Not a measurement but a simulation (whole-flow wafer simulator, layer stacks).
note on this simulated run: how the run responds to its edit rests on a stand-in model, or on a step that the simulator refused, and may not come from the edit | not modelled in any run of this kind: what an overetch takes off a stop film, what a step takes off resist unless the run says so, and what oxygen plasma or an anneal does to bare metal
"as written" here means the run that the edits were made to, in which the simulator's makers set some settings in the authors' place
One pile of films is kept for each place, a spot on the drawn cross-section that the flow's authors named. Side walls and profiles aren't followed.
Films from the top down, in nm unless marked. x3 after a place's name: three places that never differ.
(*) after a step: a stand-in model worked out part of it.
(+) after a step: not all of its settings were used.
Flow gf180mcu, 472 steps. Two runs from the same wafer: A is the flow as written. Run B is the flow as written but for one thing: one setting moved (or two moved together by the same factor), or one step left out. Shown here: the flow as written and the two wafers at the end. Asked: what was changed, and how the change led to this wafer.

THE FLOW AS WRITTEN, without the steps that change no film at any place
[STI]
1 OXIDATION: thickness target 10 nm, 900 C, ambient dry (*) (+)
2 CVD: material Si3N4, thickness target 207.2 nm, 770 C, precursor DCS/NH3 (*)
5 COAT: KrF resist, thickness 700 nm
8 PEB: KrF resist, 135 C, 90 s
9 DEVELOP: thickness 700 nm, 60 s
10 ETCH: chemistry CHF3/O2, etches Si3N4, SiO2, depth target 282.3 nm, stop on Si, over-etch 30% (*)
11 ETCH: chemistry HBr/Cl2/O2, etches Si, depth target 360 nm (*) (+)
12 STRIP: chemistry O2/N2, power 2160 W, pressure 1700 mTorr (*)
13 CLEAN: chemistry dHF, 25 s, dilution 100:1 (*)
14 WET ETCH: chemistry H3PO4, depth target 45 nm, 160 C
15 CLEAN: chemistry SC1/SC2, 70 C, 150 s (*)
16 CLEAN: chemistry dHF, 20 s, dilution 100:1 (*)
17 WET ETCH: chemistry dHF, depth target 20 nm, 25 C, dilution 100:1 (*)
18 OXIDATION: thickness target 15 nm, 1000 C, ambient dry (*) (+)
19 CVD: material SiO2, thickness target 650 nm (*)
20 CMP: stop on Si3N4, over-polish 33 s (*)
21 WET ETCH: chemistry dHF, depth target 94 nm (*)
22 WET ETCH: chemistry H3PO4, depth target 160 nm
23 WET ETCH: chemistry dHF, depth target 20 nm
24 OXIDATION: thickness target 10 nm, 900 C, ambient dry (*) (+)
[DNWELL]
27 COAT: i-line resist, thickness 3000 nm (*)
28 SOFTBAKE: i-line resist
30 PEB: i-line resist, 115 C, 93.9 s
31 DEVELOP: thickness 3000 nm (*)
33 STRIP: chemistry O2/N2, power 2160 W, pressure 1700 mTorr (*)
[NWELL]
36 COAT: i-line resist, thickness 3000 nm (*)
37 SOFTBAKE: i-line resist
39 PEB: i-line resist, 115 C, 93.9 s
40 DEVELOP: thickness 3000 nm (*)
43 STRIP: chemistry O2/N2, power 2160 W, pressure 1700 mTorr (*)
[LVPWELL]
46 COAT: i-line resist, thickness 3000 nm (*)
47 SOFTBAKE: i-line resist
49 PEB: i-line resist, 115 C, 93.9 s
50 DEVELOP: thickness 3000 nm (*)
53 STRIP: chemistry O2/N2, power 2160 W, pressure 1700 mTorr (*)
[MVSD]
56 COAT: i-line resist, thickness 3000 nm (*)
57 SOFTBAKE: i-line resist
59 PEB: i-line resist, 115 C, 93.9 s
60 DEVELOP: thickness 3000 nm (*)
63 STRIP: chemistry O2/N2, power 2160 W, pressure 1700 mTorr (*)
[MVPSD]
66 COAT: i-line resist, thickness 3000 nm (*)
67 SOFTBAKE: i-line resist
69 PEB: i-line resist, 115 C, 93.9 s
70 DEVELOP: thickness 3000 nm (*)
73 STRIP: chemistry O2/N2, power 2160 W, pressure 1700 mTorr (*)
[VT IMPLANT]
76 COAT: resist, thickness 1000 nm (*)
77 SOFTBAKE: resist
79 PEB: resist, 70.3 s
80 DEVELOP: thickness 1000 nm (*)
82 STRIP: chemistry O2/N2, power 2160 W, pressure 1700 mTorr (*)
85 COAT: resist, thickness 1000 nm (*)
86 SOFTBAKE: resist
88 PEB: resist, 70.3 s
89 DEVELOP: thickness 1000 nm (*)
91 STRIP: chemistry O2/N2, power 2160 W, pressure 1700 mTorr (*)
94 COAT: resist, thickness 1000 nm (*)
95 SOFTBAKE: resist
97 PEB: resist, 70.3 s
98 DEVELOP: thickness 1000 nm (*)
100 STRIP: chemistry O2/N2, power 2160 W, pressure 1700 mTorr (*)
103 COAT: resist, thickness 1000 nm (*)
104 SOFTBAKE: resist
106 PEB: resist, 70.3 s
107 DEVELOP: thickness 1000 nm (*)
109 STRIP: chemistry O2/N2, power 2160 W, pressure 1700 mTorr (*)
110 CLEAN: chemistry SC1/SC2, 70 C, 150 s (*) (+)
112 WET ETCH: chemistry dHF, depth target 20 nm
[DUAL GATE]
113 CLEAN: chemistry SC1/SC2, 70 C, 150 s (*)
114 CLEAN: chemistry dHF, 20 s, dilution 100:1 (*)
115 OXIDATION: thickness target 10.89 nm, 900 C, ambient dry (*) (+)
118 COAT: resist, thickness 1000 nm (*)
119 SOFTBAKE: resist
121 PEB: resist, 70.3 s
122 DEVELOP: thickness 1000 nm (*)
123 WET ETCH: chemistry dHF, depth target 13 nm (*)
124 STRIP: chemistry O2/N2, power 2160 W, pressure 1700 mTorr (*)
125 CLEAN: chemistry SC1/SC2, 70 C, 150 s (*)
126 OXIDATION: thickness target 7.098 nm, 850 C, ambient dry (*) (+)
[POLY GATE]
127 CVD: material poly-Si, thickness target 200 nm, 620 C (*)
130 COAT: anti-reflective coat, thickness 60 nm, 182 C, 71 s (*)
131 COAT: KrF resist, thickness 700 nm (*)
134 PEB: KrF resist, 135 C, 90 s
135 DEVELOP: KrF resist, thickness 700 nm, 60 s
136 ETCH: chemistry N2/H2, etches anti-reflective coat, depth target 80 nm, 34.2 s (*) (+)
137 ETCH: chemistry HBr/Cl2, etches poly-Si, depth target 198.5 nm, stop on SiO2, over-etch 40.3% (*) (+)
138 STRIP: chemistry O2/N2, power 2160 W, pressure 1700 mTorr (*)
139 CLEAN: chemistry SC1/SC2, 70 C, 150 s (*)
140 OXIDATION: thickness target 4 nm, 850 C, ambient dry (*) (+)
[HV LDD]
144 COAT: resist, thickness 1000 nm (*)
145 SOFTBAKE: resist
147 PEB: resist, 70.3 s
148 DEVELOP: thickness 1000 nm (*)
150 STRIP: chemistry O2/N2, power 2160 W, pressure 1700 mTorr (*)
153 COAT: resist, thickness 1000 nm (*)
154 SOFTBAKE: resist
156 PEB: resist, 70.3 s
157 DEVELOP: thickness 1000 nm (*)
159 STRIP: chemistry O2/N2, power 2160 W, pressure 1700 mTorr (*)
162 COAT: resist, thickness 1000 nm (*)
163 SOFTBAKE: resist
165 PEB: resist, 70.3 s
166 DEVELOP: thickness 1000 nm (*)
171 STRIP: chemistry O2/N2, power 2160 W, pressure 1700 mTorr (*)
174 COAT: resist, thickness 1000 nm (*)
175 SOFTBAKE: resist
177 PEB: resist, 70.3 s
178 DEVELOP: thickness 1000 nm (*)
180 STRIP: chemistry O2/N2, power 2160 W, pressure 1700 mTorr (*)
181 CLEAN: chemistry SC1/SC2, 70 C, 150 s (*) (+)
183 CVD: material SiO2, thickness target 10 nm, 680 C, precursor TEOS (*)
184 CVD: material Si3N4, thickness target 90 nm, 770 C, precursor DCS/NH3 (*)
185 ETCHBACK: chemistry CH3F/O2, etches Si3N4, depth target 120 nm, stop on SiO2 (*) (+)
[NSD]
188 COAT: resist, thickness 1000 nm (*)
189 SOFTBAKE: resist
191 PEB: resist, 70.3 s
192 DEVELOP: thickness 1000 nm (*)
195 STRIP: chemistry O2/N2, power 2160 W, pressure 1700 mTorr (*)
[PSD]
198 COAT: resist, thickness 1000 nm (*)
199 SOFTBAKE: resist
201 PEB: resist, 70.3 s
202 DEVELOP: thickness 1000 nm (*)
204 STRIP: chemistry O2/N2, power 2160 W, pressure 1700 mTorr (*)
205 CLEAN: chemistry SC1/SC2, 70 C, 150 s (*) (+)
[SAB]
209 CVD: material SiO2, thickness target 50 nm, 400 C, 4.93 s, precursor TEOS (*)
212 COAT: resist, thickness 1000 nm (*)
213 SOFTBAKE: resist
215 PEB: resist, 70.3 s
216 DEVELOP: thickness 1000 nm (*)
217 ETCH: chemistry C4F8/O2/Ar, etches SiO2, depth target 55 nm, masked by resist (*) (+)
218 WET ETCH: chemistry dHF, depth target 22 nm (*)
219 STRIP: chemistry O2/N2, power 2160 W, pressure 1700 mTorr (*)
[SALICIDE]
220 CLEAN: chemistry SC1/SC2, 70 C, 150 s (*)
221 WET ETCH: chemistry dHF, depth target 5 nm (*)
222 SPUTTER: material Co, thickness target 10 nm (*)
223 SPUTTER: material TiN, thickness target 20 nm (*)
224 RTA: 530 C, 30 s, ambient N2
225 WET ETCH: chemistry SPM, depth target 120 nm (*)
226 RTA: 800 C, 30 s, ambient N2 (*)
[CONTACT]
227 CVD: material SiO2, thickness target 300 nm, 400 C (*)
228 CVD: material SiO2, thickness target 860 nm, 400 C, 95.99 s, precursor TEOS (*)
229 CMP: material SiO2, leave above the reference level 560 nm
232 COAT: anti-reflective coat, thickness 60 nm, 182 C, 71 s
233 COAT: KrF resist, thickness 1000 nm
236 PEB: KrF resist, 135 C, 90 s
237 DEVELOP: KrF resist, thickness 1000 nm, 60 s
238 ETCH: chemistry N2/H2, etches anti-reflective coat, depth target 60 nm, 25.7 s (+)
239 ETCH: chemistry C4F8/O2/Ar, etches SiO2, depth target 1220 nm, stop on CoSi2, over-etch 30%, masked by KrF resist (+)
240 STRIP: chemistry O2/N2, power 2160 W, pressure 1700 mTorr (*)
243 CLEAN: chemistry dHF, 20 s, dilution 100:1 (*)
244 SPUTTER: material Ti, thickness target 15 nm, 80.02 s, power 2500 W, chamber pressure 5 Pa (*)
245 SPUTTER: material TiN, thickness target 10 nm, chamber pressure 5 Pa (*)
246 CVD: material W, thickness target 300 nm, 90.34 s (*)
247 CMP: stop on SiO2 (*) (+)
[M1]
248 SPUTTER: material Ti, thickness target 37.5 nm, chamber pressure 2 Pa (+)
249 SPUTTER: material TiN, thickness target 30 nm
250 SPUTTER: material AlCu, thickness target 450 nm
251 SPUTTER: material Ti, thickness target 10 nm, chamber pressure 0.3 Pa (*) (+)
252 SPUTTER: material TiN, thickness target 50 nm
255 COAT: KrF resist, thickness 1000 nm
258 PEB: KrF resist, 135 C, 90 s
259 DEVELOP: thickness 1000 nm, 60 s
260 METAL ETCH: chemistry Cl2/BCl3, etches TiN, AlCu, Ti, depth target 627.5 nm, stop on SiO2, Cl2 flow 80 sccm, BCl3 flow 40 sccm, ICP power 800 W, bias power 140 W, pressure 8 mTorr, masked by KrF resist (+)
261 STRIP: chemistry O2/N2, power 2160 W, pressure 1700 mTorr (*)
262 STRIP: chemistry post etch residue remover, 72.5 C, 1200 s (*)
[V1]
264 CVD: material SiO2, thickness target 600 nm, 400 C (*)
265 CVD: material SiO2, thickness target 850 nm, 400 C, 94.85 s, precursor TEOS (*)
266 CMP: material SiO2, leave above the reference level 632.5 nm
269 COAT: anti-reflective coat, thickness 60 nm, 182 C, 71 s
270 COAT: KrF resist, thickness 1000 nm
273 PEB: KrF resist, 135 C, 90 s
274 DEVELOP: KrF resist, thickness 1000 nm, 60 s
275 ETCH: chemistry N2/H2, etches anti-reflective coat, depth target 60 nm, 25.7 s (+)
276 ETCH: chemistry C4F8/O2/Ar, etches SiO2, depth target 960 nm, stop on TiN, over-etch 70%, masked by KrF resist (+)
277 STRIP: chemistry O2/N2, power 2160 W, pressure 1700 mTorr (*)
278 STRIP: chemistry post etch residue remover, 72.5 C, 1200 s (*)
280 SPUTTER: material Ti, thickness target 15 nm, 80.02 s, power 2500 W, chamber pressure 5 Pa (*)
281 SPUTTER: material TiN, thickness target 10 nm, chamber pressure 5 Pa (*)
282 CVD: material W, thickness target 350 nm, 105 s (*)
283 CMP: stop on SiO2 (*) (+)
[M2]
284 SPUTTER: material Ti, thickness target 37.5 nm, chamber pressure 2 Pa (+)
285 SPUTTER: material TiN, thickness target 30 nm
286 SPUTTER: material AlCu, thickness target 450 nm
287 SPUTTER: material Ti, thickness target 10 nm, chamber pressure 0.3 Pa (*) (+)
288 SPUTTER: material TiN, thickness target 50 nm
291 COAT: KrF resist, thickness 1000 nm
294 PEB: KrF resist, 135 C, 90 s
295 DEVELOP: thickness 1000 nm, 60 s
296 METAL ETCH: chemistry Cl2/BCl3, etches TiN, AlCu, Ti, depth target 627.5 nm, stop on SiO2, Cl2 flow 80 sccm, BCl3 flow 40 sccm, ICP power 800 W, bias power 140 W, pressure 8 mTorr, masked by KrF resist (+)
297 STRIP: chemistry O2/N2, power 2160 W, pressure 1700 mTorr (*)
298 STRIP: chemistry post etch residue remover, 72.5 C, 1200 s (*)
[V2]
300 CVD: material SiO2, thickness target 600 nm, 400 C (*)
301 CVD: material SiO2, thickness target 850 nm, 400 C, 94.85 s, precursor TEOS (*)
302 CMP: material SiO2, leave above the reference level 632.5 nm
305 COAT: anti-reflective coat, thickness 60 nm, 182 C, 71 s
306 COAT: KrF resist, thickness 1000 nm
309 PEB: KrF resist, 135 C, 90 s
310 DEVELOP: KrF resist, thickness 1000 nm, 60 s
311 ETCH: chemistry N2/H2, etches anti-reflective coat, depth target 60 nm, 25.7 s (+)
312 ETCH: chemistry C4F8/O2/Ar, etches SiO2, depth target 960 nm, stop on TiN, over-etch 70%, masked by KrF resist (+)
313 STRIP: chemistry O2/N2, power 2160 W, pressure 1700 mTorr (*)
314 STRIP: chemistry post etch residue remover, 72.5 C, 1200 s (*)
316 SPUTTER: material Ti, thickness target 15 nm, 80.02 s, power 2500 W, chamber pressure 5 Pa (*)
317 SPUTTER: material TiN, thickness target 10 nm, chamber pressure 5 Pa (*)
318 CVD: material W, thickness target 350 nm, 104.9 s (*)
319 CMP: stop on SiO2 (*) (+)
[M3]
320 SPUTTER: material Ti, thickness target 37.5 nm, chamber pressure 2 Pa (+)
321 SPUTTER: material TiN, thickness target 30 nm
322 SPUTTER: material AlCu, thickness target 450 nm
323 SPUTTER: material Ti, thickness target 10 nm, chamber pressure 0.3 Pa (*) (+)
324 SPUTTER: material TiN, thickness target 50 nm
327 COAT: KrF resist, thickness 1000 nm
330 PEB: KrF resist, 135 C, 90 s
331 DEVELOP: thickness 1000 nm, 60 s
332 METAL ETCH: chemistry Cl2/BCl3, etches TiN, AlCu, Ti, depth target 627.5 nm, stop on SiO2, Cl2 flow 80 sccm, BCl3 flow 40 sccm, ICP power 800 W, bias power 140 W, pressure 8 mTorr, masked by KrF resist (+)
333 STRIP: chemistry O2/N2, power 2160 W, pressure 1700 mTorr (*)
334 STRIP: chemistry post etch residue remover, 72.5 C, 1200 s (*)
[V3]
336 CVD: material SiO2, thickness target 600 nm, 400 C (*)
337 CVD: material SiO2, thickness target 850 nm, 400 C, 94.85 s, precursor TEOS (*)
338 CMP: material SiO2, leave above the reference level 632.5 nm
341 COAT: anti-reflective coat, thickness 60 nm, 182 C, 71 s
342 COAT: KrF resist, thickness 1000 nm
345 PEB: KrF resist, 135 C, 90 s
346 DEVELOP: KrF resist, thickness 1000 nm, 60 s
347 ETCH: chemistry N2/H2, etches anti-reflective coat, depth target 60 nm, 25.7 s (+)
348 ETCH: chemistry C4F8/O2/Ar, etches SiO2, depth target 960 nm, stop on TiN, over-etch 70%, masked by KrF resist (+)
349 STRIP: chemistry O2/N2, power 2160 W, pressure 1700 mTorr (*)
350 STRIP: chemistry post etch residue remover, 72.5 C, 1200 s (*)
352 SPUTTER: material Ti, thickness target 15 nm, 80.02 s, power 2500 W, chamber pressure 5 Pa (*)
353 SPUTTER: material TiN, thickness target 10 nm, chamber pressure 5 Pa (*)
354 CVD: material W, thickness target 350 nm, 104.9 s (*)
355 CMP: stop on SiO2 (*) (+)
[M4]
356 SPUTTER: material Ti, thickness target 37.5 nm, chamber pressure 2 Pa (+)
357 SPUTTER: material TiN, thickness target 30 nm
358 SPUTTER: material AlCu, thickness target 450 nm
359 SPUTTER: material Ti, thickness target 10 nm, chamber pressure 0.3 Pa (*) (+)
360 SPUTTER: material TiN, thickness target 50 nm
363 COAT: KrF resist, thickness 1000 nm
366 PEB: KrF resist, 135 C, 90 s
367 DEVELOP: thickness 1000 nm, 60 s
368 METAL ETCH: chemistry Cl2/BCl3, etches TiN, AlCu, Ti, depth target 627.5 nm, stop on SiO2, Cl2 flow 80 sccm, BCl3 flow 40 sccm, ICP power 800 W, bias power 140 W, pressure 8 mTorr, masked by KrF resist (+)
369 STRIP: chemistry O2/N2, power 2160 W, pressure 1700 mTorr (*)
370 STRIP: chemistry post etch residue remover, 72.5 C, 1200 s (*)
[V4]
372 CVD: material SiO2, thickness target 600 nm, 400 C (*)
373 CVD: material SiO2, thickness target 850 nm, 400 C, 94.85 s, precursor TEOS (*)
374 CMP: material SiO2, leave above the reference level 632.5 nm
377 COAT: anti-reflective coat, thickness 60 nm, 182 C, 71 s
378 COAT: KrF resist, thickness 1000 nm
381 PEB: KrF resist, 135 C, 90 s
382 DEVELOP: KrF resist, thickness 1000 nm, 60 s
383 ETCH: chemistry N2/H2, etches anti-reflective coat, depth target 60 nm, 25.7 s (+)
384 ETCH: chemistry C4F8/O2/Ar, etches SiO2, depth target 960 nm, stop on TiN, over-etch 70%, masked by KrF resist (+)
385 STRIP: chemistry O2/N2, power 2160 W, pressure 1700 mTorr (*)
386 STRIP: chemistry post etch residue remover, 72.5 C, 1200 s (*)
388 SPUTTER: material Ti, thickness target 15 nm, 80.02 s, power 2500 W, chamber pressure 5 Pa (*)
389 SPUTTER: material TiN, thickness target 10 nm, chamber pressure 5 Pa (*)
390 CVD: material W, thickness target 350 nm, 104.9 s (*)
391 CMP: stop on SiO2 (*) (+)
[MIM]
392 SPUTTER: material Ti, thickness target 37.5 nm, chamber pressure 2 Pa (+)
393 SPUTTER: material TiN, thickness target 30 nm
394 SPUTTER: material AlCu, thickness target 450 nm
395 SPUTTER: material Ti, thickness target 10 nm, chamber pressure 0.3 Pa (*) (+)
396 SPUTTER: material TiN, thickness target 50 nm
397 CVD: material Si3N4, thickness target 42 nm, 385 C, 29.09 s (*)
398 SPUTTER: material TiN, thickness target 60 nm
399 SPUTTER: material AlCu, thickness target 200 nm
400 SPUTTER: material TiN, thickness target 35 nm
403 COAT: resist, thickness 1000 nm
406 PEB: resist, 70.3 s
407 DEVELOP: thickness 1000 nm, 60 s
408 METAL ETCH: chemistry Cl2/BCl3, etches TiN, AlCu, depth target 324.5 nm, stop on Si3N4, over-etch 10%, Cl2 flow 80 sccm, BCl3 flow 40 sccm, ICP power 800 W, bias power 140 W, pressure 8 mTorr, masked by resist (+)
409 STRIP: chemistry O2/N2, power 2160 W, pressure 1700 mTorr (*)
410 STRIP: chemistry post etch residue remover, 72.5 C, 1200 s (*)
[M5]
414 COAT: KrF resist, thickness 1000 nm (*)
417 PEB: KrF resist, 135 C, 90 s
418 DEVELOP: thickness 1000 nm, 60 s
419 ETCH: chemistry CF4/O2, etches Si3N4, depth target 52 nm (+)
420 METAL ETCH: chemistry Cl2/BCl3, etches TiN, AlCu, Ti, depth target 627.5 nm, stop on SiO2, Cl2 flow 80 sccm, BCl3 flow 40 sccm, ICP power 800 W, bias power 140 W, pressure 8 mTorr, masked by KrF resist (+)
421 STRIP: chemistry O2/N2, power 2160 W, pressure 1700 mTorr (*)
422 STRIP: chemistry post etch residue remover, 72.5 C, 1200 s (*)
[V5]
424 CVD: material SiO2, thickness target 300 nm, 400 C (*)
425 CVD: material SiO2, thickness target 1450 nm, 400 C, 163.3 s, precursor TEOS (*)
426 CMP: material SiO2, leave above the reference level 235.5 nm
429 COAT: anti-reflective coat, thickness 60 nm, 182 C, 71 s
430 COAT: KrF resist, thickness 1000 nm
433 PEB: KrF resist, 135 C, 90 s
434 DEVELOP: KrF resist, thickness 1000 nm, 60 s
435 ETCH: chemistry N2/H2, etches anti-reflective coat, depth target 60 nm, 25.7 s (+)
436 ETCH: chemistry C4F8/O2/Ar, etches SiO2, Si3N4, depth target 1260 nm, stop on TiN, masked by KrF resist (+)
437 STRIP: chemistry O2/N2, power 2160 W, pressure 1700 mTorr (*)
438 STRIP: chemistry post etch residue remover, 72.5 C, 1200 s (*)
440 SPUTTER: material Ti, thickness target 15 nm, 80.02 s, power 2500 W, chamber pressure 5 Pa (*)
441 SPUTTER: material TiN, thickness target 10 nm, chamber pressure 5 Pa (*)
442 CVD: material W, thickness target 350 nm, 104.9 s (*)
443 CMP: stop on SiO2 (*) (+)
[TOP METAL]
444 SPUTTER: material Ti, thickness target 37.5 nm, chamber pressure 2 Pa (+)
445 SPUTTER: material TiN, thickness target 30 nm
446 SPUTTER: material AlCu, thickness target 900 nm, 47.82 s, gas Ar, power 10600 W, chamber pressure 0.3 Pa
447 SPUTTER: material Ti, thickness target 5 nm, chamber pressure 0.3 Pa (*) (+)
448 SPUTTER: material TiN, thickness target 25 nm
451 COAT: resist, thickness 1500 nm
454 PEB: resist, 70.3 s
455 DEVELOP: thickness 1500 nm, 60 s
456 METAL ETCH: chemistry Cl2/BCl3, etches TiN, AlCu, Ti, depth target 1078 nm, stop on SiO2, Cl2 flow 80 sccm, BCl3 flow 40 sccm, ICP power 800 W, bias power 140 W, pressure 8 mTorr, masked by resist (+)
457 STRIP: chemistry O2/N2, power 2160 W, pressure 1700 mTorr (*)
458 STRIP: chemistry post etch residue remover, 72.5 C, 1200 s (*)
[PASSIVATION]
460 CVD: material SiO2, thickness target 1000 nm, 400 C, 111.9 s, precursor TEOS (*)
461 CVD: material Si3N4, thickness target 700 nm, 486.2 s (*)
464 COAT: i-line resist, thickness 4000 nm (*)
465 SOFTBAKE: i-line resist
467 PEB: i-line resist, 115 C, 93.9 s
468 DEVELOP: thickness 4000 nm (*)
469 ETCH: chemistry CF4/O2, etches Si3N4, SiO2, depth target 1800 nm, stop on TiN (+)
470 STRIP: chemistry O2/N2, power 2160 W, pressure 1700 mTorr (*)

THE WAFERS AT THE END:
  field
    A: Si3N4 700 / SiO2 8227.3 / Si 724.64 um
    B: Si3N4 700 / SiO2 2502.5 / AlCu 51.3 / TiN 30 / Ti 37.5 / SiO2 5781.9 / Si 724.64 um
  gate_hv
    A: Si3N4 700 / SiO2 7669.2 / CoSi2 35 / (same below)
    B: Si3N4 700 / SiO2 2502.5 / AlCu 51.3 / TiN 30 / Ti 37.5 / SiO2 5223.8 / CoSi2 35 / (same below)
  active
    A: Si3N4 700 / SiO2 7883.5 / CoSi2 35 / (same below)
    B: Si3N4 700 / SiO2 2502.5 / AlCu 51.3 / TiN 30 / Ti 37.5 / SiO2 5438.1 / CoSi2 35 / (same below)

The cause: step 394, SPUTTER: thickness target 626 nm was run, where the flow has thickness target 450 nm.

How the change led to this, step by step:
  394 SPUTTER: material AlCu, thickness target 450 nm
      field, field__w1, field__w2 and 108 more: A AlCu +450 (new film) | B AlCu +626 (new film)
  420 METAL ETCH: chemistry Cl2/BCl3, etches TiN, AlCu, Ti, depth target 627.5 nm, stop on SiO2, Cl2 flow 80 sccm, BCl3 flow 40 sccm, ICP power 800 W, bias power 140 W, pressure 8 mTorr, masked by KrF resist (+)
      field, field__w1, field__w2 and 101 more: A TiN -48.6 (all of it), Ti -10 (all of it), AlCu -450 (all of it), TiN -30 (all of it), Ti -37.5 (all of it) | B TiN -48.6 (all of it), Ti -10 (all of it), AlCu -568.9
  422 STRIP: chemistry post etch residue remover, 72.5 C, 1200 s (*)
      field, field__w1, field__w2 and 101 more: A nothing | B AlCu -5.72
  424 CVD: material SiO2, thickness target 300 nm, 400 C (*)
      field, field__w1, field__w2 and 101 more: A SiO2 +300 | B SiO2 +300 (new film)
  426 CMP: material SiO2, leave above the reference level 235.5 nm
      field, field__w1, field__w5 and 92 more: A SiO2 -300.8 | B SiO2 -243.7
      field__w2, field__w3, field__w12 and 6 more: A SiO2 -272.7 | B SiO2 -212.9
Counting metal films that touch as one body, field has 1 body; the flow as written gives 0 bodies.
Counting metal films that touch as one body, gate_hv has 2 bodies (between them, from the top down: SiO2 5223.8); the flow as written gives 1 body.
Counting metal films that touch as one body, active has 2 bodies (between them, from the top down: SiO2 5438.1); the flow as written gives 1 body.
